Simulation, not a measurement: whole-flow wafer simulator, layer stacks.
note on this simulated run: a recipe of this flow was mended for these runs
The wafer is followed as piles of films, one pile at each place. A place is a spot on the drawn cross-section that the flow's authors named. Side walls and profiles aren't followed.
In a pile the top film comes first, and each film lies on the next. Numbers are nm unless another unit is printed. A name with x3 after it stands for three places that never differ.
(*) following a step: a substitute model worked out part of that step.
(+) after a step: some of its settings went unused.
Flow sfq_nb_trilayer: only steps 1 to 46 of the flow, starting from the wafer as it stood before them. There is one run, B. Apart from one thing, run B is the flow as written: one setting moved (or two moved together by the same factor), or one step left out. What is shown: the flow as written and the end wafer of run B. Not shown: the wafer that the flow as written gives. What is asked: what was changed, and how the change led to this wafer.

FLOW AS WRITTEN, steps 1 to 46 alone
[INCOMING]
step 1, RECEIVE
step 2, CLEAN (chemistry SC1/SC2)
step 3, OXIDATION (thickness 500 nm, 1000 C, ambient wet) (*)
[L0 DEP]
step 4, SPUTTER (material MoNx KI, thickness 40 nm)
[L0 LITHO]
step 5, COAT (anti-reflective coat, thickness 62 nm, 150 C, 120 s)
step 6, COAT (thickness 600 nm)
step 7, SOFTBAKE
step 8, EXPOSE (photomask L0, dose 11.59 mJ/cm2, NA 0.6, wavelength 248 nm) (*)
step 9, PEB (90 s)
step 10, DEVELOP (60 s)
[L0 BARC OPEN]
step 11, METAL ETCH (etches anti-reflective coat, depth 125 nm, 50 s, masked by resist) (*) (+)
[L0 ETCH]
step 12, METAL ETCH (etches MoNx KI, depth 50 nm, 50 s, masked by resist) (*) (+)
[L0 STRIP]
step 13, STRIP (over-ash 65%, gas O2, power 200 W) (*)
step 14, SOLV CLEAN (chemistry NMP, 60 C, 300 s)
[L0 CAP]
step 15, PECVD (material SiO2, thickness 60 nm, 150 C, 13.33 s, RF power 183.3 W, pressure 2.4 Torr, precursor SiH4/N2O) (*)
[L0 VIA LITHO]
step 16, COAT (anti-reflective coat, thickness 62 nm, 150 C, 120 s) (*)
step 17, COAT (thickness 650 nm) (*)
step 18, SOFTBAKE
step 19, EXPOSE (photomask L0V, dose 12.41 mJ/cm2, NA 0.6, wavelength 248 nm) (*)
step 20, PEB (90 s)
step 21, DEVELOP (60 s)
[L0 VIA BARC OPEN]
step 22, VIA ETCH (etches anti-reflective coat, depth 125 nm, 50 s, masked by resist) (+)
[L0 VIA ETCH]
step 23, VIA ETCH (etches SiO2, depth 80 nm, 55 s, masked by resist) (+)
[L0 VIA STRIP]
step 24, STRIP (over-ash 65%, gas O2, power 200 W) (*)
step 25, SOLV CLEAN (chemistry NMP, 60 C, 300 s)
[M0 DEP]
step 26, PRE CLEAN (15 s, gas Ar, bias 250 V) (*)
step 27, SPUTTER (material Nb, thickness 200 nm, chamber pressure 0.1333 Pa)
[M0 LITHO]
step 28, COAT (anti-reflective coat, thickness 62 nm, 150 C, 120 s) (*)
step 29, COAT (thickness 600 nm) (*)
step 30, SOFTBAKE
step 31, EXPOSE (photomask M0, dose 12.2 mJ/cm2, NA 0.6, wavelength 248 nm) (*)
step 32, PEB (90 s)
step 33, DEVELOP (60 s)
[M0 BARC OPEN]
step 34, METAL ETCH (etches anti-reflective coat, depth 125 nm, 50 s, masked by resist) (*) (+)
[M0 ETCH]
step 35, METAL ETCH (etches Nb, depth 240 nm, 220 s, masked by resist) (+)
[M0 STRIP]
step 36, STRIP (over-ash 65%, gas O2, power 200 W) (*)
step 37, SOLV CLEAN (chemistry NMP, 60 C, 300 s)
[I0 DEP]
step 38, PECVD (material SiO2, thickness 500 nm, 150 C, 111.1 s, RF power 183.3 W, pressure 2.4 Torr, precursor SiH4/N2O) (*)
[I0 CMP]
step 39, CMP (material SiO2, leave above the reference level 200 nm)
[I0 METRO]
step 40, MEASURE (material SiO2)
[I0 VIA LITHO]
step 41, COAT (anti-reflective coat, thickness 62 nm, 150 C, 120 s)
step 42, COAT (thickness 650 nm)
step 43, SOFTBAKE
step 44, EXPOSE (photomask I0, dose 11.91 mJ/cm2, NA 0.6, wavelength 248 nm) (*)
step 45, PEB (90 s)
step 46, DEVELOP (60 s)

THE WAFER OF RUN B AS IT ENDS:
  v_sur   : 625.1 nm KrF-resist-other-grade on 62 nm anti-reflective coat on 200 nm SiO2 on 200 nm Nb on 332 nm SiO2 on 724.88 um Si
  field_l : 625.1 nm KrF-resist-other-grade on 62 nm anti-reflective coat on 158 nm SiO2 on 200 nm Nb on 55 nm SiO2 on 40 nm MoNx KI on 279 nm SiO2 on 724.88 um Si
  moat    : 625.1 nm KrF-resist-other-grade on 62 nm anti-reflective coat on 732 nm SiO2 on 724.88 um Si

What caused this: step 3, OXIDATION: thickness 279 nm was run, though the flow has thickness 500 nm.
The wafer itself shows it: field_l has SiO2 279, and step 3 as written asks for 500 nm.

How this came from the change, step by step:
  step 3, OXIDATION (thickness 500 nm, 1000 C, ambient wet) (*)
      field_l, v_sur, via_wl and 103 more: SiO2 gains 279 (new film), chemical SiO2 loses 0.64 (all of it), Si loses 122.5 (in the flow as written it would be: SiO2 gains 500 (new film), chemical SiO2 loses 0.64 (all of it), Si loses 219.7)
